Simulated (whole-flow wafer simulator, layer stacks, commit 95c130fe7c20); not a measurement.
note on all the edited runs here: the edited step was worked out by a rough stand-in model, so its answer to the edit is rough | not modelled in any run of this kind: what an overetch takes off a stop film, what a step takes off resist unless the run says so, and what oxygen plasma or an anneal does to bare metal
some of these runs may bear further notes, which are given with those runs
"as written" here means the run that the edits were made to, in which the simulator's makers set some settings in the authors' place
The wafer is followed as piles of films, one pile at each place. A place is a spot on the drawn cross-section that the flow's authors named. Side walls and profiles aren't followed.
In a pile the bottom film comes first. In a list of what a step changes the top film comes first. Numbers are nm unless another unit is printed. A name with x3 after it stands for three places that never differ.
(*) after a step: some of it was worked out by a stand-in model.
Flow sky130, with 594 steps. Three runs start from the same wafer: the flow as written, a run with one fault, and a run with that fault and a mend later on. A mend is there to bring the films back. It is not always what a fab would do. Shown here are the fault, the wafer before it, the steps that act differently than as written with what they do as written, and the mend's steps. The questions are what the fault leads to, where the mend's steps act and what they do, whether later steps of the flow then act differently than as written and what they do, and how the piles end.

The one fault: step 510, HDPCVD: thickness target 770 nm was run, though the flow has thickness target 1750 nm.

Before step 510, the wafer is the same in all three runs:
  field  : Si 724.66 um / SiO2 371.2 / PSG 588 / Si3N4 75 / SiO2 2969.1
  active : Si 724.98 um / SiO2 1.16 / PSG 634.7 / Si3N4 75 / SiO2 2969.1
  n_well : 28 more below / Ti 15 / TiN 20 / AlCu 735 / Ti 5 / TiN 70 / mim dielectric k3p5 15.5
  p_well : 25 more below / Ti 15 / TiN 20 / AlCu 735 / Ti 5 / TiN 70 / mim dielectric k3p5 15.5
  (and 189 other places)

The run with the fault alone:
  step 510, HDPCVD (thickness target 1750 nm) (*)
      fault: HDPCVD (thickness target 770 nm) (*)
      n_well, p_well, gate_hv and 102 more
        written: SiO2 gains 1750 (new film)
        fault: SiO2 gains 770 (new film)
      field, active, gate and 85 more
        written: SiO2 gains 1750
        fault: SiO2 gains 770
  Later steps of the flow acting differently than as written (12 more steps, not shown, differ only slightly: by at most 2% or 0.5 nm, whichever is larger):
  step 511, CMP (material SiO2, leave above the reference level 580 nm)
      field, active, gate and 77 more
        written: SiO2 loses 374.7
        fault: nothing
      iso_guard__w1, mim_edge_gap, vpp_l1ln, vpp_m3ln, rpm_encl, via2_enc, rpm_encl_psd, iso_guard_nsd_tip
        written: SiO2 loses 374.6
        fault: nothing
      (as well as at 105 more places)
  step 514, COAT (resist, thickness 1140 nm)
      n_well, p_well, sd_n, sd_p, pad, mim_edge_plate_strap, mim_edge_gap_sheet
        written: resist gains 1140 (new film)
        fault: resist gains 538.3 (new film)
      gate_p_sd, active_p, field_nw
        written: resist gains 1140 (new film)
        fault: resist gains 1227.8 (new film)
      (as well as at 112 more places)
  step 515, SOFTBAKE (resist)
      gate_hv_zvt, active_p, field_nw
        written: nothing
        fault: resist loses 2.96
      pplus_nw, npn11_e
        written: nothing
        fault: resist loses 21
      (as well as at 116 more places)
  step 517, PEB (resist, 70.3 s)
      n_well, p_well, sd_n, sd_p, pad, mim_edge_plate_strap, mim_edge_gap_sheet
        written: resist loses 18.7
        fault: resist loses 7.38
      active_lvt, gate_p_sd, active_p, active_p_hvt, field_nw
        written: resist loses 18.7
        fault: resist loses 20.5
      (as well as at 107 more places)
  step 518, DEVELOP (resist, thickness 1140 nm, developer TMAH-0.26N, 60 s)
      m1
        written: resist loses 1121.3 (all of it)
        fault: resist loses 728.7 (all of it)
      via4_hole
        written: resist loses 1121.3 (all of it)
        fault: resist loses 688.7 (all of it)
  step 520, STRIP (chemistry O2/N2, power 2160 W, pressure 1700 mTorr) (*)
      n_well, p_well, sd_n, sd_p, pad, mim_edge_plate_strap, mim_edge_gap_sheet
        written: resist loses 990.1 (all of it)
        fault: resist loses 399.7 (all of it)
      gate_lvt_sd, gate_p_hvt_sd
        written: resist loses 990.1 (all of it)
        fault: resist loses 1076 (all of it)
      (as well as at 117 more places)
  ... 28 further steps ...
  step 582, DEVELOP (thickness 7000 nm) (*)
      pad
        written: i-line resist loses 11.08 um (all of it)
        fault: i-line resist loses 11.03 um (all of it)
  At field, active, gate and 83 more, the piles at the end differ from the flow's by more than 2% or 0.5 nm, whichever is larger.
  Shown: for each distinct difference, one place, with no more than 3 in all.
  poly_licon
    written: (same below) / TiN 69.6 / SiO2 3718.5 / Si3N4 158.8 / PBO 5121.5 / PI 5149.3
    fault: (same below) / TiN 69.6 / SiO2 3018.6 / TiN 20 / W 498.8 / SiO2 125.2 / Si3N4 158.8 / PBO 5128.7 / PI 5151.5
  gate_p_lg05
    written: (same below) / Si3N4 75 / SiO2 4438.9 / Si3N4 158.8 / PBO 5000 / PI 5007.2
    fault: (same below) / Si3N4 75 / SiO2 3739.1 / TiN 20 / W 498.8 / SiO2 125.2 / Si3N4 158.8 / PBO 5000 / PI 5015.1
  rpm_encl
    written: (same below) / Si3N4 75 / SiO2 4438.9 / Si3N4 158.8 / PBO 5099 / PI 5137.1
    fault: (same below) / Si3N4 75 / SiO2 3739.1 / TiN 20 / W 498.8 / SiO2 125.2 / Si3N4 158.8 / PBO 5104.7 / PI 5140.6

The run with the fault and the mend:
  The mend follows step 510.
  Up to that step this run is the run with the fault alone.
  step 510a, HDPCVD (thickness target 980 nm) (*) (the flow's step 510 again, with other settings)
      field, active, n_well and 190 more
        SiO2 gains 980
  None of the later steps of the flow acts differently than as written at any place that is followed.
  At every place that both follow, the piles at the end match the flow's.
